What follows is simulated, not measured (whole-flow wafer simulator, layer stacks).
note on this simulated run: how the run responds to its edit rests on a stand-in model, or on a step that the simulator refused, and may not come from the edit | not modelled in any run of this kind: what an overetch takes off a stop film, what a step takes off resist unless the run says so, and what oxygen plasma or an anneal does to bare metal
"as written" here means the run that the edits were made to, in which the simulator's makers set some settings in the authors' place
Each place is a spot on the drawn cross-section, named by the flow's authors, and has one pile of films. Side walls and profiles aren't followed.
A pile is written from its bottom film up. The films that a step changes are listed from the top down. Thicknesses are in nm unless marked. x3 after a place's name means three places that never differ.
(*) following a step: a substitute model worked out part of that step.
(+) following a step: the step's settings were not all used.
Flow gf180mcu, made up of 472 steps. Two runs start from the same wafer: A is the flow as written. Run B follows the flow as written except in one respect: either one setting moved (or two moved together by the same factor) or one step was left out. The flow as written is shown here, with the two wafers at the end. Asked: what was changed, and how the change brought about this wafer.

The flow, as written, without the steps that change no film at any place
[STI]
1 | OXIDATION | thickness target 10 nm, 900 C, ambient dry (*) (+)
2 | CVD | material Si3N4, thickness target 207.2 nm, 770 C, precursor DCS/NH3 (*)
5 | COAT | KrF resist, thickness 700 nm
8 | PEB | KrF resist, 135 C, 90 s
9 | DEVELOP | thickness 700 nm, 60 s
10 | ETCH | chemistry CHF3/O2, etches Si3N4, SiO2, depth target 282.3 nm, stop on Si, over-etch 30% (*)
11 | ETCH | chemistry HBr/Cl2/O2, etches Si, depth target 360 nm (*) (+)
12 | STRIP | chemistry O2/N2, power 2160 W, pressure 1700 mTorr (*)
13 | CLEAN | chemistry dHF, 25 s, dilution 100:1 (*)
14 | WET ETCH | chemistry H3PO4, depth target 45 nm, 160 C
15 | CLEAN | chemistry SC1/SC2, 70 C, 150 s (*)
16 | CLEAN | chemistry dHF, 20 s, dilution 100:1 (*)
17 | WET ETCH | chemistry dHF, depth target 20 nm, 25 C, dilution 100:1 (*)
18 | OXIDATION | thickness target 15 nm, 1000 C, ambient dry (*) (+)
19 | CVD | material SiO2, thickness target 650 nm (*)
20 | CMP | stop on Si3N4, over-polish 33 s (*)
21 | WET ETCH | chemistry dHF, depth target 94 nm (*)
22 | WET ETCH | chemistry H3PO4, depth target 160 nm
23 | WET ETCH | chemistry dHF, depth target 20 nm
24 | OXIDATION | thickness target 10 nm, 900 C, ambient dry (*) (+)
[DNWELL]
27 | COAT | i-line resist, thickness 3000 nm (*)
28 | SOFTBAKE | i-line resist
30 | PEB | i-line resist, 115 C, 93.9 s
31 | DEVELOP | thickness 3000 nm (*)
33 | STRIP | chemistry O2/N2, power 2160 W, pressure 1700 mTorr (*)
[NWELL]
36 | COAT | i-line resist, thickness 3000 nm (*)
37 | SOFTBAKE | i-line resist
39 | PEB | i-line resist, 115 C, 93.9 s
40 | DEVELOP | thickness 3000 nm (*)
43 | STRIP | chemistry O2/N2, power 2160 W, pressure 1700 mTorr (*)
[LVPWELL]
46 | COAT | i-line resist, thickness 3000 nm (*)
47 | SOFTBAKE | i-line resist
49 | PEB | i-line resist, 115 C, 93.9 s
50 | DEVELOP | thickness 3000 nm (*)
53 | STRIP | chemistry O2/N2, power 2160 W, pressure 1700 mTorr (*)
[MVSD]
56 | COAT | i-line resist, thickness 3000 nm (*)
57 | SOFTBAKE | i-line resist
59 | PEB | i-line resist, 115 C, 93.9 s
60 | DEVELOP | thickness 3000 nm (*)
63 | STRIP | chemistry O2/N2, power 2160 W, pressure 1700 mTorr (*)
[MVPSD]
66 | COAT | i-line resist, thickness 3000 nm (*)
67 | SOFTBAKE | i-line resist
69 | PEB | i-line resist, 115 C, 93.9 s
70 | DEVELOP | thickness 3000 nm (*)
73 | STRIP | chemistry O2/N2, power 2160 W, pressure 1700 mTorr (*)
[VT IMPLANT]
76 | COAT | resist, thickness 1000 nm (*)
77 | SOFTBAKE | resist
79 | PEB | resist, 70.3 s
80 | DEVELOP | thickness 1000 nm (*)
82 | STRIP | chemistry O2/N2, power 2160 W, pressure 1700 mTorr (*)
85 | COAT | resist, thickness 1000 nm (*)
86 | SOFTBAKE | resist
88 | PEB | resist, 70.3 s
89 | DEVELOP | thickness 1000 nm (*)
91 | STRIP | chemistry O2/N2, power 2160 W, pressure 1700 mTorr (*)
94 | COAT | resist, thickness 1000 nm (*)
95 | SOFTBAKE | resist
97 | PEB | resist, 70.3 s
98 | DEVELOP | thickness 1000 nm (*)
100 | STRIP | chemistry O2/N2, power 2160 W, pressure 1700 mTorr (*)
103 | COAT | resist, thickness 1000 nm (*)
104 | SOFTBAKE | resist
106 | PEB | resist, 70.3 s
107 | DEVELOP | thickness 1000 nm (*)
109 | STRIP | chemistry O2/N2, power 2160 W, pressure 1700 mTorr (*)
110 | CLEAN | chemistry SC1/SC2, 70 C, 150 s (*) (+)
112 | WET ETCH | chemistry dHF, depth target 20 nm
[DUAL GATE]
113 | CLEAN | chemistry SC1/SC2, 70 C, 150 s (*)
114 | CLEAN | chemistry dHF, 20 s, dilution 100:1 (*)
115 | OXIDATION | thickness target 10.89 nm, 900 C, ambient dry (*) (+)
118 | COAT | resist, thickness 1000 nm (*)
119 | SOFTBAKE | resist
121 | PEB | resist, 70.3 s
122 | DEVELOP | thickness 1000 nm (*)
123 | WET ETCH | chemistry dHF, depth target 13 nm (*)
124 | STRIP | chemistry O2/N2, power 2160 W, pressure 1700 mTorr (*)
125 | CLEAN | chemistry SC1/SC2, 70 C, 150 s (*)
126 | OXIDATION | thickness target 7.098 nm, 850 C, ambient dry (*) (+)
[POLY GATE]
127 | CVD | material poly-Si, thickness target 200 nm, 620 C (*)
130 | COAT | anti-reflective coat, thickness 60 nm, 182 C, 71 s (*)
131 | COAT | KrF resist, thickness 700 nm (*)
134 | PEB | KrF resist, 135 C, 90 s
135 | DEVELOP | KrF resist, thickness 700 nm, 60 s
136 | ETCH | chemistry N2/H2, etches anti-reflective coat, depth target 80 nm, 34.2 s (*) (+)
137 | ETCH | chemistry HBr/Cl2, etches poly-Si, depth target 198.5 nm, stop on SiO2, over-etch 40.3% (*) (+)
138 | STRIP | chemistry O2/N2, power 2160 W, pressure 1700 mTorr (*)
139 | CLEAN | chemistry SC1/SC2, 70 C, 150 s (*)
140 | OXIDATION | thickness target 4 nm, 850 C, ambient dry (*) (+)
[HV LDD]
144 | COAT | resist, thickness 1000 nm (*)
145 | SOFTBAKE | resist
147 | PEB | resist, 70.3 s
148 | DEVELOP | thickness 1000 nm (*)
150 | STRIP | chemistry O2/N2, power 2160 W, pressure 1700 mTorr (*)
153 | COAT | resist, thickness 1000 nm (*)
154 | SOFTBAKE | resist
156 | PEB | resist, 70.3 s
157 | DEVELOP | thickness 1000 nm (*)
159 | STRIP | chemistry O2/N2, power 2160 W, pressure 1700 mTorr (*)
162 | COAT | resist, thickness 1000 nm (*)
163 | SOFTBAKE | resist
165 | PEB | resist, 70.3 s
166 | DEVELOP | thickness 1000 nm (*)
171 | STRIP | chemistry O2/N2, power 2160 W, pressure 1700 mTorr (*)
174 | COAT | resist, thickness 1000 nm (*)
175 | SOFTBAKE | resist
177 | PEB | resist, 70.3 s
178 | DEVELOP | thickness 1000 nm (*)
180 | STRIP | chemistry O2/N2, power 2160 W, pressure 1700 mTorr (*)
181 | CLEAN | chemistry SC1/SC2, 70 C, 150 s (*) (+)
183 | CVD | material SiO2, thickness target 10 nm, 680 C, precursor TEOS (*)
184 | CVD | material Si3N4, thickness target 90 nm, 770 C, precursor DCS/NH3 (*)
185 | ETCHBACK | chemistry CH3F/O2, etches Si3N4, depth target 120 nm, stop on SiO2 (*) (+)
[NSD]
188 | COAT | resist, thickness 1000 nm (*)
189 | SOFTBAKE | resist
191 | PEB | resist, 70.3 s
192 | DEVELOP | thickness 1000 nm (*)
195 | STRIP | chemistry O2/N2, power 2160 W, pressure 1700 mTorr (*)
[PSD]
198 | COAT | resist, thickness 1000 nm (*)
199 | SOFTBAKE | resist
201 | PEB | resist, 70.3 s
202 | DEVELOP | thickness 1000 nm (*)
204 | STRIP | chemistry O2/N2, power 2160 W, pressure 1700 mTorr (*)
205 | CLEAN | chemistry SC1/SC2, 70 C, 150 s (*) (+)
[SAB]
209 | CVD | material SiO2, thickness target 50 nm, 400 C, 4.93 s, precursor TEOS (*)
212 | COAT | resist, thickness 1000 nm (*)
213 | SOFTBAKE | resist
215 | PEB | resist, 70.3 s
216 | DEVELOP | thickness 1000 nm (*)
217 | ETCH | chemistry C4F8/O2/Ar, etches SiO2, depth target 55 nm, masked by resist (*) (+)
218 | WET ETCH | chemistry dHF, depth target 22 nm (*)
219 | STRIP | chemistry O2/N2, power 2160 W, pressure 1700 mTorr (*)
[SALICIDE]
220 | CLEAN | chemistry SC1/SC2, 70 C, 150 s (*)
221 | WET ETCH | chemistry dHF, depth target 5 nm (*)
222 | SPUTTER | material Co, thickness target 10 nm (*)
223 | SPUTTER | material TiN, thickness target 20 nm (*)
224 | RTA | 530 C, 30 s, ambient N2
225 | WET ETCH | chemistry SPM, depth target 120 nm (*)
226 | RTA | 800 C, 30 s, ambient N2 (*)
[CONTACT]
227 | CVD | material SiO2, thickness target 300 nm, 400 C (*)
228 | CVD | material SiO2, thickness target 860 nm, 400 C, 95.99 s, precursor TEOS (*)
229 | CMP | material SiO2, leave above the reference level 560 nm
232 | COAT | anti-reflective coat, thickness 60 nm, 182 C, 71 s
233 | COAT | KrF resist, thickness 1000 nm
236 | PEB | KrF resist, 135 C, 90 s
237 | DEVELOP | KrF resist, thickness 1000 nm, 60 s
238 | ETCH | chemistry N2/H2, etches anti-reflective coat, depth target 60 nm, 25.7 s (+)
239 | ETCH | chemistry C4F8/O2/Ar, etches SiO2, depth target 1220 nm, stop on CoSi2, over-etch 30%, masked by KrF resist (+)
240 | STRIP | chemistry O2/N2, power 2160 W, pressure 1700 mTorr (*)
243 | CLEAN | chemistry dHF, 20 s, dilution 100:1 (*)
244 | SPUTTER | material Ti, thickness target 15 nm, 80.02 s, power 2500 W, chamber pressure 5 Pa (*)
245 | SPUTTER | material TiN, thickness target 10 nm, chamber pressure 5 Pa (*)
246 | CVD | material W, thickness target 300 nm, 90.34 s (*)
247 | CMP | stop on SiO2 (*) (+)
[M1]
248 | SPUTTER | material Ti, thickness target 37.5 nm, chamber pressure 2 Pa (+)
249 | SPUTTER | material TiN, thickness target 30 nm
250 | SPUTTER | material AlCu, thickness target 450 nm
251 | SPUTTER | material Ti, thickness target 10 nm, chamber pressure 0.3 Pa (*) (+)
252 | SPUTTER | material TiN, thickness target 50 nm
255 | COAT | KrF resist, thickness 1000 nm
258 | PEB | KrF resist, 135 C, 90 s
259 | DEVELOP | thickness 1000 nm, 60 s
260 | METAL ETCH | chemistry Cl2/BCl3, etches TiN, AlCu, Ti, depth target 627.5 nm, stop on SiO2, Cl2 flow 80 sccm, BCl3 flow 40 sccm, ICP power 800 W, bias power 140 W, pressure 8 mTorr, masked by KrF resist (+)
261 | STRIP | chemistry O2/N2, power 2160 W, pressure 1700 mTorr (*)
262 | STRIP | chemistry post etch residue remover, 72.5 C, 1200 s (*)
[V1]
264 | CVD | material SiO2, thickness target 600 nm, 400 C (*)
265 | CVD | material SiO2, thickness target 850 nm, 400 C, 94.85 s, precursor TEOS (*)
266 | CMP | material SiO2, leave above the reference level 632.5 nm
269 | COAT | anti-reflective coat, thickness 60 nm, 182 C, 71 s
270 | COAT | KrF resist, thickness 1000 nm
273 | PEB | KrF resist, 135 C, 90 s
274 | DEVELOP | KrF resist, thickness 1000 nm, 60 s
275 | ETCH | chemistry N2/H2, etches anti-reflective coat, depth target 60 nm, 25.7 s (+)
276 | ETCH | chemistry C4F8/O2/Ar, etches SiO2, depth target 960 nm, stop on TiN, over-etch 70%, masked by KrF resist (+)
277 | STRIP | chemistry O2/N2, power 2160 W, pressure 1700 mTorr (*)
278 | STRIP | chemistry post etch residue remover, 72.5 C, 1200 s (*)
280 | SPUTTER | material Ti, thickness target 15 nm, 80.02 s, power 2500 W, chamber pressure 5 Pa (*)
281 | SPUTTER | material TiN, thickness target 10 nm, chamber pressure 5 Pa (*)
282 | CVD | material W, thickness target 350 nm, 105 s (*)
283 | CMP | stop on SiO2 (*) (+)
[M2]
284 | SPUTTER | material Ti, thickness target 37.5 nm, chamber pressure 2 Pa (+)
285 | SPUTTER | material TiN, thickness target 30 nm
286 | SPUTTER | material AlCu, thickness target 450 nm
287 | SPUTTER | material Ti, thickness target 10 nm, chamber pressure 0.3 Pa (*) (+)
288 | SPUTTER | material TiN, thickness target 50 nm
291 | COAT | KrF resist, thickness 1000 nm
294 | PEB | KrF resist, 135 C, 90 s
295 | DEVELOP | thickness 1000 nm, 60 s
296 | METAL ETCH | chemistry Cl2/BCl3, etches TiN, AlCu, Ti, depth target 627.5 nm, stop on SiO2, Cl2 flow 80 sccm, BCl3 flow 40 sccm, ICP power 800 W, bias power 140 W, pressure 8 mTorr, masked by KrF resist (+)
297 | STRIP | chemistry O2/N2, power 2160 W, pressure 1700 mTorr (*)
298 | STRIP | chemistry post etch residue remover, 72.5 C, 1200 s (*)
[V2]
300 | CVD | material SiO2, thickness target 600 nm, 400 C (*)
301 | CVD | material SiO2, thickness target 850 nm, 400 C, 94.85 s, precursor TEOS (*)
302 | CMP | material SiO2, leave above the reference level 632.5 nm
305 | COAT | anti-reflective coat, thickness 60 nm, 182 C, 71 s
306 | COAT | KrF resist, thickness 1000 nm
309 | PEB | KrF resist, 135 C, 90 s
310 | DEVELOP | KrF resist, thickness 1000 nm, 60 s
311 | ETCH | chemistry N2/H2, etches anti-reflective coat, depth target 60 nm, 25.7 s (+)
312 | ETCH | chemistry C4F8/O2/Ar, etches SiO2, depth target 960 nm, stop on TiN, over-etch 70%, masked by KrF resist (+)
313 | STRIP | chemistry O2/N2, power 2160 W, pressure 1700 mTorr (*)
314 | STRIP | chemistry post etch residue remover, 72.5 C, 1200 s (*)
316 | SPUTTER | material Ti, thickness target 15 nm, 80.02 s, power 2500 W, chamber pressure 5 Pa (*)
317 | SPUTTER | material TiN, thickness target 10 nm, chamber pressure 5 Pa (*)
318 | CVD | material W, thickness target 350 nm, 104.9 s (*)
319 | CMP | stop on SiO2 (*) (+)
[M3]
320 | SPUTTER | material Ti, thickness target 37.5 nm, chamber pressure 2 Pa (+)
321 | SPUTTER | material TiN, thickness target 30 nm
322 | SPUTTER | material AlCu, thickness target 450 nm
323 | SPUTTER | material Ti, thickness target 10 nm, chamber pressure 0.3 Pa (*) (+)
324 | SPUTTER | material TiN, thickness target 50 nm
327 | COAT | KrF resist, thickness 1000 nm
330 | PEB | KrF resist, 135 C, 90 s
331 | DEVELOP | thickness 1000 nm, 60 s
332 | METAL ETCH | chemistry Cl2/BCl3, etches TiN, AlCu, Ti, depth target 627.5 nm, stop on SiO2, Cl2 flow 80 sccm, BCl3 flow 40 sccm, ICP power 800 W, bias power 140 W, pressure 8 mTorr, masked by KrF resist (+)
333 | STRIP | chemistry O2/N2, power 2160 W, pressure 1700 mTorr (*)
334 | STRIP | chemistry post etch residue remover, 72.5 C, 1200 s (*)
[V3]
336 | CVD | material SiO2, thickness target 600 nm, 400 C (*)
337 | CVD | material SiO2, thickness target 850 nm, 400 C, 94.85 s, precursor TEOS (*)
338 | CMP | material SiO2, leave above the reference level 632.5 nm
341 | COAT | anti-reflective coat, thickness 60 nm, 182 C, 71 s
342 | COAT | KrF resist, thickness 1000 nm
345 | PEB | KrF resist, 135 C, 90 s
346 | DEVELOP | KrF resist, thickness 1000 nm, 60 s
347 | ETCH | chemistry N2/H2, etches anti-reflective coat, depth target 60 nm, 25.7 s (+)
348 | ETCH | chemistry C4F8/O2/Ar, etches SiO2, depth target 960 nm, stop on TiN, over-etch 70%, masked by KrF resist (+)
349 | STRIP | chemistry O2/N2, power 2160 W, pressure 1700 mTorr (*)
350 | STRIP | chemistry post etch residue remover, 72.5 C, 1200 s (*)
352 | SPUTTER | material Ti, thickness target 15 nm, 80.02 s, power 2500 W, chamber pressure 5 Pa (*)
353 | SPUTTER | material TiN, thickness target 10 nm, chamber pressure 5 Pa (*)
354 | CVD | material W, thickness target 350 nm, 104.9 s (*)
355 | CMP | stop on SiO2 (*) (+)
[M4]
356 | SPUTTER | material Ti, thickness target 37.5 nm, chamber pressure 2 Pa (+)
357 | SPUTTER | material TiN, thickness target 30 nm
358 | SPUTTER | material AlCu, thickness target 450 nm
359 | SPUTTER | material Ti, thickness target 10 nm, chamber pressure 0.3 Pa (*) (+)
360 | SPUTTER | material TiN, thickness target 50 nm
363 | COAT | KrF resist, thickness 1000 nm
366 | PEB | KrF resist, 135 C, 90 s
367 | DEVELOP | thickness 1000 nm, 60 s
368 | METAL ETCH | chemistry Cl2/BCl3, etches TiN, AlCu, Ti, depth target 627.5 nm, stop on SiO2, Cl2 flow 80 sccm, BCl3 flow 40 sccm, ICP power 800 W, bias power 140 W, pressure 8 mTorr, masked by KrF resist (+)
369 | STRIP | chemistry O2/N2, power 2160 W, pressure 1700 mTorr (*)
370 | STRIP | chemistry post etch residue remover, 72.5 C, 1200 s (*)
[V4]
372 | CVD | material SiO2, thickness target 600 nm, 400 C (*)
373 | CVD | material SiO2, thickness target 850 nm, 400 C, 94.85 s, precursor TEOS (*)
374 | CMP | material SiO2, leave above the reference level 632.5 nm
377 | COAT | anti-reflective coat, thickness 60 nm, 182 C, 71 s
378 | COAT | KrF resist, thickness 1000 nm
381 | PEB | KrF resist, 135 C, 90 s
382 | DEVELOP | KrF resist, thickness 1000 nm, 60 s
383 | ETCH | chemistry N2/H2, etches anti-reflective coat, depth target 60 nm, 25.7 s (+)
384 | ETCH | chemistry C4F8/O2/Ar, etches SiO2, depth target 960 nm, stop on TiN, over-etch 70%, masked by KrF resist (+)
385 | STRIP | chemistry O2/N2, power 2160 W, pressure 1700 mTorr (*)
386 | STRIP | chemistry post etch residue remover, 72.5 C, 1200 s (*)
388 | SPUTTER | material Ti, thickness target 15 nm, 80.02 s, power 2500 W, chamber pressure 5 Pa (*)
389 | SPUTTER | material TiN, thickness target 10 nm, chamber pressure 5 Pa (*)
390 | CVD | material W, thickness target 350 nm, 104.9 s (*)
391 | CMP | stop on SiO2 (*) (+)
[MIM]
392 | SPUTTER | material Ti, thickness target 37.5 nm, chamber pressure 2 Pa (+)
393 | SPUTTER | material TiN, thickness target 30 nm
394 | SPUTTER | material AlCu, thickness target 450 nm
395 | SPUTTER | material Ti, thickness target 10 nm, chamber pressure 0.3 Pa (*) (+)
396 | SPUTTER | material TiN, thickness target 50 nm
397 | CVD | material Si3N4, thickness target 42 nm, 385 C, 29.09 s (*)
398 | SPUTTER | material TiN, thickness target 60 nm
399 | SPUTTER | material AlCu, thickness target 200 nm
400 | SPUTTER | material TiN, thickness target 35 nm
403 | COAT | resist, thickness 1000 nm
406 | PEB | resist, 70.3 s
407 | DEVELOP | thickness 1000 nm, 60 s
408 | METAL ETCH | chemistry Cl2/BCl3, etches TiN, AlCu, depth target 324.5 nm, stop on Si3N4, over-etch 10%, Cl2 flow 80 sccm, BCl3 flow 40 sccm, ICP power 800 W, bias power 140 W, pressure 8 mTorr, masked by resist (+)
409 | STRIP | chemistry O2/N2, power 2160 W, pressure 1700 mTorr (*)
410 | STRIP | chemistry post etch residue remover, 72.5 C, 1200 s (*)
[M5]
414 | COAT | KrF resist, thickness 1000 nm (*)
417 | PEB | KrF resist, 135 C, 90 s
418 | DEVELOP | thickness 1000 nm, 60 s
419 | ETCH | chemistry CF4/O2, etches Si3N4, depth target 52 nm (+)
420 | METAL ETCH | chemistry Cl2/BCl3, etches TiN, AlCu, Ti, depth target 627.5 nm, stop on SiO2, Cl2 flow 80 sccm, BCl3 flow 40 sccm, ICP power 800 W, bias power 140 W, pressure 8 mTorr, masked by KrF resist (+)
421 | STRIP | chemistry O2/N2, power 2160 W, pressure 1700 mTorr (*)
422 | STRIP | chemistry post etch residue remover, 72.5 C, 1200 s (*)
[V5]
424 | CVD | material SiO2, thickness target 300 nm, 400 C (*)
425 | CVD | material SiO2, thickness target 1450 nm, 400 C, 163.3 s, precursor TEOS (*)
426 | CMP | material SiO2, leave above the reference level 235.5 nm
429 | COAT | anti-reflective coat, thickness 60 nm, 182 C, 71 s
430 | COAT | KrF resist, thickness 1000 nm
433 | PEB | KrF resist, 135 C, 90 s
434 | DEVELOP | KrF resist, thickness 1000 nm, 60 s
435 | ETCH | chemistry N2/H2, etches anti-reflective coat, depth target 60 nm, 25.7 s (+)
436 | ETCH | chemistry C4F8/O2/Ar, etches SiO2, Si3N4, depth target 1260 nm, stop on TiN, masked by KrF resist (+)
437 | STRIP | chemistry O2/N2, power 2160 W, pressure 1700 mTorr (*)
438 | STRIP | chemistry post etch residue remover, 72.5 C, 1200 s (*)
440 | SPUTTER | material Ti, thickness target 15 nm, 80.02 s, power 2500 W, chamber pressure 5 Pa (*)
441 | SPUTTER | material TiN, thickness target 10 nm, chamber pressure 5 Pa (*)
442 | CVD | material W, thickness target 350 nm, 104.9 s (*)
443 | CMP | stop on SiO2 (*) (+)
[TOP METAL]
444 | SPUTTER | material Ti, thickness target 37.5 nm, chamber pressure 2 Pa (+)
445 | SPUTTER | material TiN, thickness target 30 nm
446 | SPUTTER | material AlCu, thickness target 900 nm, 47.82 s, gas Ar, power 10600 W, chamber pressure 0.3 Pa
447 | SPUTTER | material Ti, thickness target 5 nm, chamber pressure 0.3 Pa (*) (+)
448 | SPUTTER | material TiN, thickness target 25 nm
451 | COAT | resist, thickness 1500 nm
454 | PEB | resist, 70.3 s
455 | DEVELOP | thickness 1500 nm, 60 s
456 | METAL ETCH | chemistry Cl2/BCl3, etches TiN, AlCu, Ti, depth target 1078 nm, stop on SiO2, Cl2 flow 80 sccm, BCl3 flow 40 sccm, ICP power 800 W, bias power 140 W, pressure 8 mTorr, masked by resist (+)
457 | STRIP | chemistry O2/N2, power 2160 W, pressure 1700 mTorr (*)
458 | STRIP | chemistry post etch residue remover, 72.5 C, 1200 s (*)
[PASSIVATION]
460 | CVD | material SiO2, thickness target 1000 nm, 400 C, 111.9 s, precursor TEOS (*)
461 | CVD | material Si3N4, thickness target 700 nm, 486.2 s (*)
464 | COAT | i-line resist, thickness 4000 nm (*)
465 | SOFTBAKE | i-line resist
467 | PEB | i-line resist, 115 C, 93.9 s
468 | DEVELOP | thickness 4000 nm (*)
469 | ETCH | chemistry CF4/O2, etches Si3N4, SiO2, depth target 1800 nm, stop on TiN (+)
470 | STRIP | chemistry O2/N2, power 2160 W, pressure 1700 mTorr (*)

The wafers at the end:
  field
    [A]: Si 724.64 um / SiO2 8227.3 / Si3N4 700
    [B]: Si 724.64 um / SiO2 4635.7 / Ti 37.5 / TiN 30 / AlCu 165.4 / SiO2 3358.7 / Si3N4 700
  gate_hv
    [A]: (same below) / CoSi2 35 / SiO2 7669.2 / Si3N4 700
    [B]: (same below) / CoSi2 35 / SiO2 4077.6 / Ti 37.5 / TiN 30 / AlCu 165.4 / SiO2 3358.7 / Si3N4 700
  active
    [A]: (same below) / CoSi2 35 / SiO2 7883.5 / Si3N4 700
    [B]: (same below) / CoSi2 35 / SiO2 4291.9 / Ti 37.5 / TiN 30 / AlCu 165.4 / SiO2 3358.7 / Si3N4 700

Cause: step 368, METAL ETCH: depth target 338.9 nm was run, whereas the flow has depth target 627.5 nm.

Step by step, how the change led to this:
  368 | METAL ETCH | chemistry Cl2/BCl3, etches TiN, AlCu, Ti, depth target 627.5 nm, stop on SiO2, Cl2 flow 80 sccm, BCl3 flow 40 sccm, ICP power 800 W, bias power 140 W, pressure 8 mTorr, masked by KrF resist (+)
      field, field__w1, field__w2 and 103 more: A TiN loses 50 (all of it), Ti loses 10 (all of it), AlCu loses 450 (all of it), TiN loses 30 (all of it), Ti loses 37.5 (all of it) | B TiN loses 50 (all of it), Ti loses 10 (all of it), AlCu loses 278.9
      field__w8, contact, m1, m1__w1, m1_nw: A KrF resist loses 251 | B KrF resist loses 135.6
  369 | STRIP | chemistry O2/N2, power 2160 W, pressure 1700 mTorr (*)
      field__w8, contact, m1, m1__w1, m1_nw: A KrF resist loses 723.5 (all of it) | B KrF resist loses 839 (all of it)
  370 | STRIP | chemistry post etch residue remover, 72.5 C, 1200 s (*)
      field, field__w1, field__w2 and 103 more: A nothing | B AlCu loses 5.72
  372 | CVD | material SiO2, thickness target 600 nm, 400 C (*)
      field, field__w1, field__w2 and 103 more: A SiO2 gains 600 | B SiO2 gains 600 (new film)
  374 | CMP | material SiO2, leave above the reference level 632.5 nm
      field, field__w1, field__w2 and 103 more: A SiO2 loses 300 | B SiO2 loses 532.9
With metal films that touch counted as one body, field has 1 body; the flow as written gives 0 bodies.
With metal films that touch counted as one body, gate_hv has 2 bodies (between them, from the top down: SiO2 4077.6); the flow as written gives 1 body.
With metal films that touch counted as one body, active has 2 bodies (between them, from the top down: SiO2 4291.9); the flow as written gives 1 body.
